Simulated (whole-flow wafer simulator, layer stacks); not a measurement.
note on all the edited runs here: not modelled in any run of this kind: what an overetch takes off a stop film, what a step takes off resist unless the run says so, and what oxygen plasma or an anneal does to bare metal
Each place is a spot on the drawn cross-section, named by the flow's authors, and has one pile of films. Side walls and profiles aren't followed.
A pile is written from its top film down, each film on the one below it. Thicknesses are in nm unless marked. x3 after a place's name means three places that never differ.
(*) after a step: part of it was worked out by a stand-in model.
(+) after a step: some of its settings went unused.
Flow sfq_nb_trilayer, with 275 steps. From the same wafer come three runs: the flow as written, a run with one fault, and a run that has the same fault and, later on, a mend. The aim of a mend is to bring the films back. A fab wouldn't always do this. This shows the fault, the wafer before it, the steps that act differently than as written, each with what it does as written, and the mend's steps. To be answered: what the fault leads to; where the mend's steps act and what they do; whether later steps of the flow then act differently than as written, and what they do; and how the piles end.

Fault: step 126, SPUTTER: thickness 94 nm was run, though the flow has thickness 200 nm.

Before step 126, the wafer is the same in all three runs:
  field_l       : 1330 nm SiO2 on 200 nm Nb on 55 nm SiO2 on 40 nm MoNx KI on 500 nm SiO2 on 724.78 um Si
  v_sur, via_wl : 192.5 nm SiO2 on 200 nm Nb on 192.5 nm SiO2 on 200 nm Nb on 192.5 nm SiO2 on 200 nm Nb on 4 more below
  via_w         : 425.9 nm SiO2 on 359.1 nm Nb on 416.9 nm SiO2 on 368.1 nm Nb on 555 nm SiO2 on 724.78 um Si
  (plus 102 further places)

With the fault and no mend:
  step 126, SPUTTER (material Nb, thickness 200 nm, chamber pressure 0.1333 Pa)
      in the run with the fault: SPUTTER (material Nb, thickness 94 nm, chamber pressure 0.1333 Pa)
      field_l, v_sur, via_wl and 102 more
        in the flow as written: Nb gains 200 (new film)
        in the run with the fault: Nb gains 94 (new film)
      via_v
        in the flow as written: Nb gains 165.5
        in the run with the fault: Nb gains 77.5
  Later steps of the flow acting differently than as written (4 more steps, not shown, differ only slightly: by at most 2% or 0.5 nm, whichever is larger):
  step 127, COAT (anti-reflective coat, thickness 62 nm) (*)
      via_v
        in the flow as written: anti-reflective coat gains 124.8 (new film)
        in the run with the fault: anti-reflective coat gains 119.7 (new film)
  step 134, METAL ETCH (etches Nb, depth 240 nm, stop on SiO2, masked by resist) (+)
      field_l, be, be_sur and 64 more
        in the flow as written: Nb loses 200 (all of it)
        in the run with the fault: Nb loses 94 (all of it)
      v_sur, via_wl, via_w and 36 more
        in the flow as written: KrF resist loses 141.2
        in the run with the fault: KrF resist loses 82.9
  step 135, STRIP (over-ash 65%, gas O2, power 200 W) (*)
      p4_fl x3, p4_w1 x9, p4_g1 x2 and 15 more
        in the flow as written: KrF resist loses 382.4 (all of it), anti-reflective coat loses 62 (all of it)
        in the run with the fault: KrF resist loses 440.6 (all of it), anti-reflective coat loses 62 (all of it)
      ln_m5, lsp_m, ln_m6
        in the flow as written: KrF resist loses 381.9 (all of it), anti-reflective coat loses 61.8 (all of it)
        in the run with the fault: KrF resist loses 440.2 (all of it), anti-reflective coat loses 61.8 (all of it)
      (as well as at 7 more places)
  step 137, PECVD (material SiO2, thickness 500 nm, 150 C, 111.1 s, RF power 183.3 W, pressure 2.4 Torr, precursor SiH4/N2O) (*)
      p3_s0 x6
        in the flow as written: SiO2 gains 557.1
        in the run with the fault: SiO2 gains 500
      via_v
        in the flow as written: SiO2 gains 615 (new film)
        in the run with the fault: SiO2 gains 585.5 (new film)
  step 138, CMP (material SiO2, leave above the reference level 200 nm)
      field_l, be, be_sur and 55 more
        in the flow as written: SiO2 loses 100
        in the run with the fault: SiO2 loses 206
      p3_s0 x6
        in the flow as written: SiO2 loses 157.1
        in the run with the fault: SiO2 loses 206
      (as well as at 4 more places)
  By the end, the piles at field_l, v_sur, via_wl and 103 more depart from the flow's by more than 2% or 0.5 nm, whichever is larger.
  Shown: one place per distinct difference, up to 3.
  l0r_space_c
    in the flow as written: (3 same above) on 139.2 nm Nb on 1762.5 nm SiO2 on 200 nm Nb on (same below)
    in the run with the fault: (3 same above) on 139.2 nm Nb on 1656.5 nm SiO2 on 200 nm Nb on (same below)
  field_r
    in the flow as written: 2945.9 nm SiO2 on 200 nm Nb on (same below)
    in the run with the fault: 2839.9 nm SiO2 on 200 nm Nb on (same below)
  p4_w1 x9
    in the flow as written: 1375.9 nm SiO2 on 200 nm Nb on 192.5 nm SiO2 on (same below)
    in the run with the fault: 1375.9 nm SiO2 on 94 nm Nb on 192.5 nm SiO2 on (same below)

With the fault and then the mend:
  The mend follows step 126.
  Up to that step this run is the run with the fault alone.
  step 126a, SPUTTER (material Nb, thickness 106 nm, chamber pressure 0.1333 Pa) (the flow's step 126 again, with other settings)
      field_l, v_sur, via_wl and 102 more
        Nb gains 106
      via_v
        Nb gains 86.9
  None of the later steps of the flow differs from how it acts as written, at any place that is followed, by more than 2% or 0.5 nm, whichever is larger.
  When the end is reached, the piles differ only a little from the flow's at the places that both follow, at most by 2% or 0.5 nm, whichever is larger.
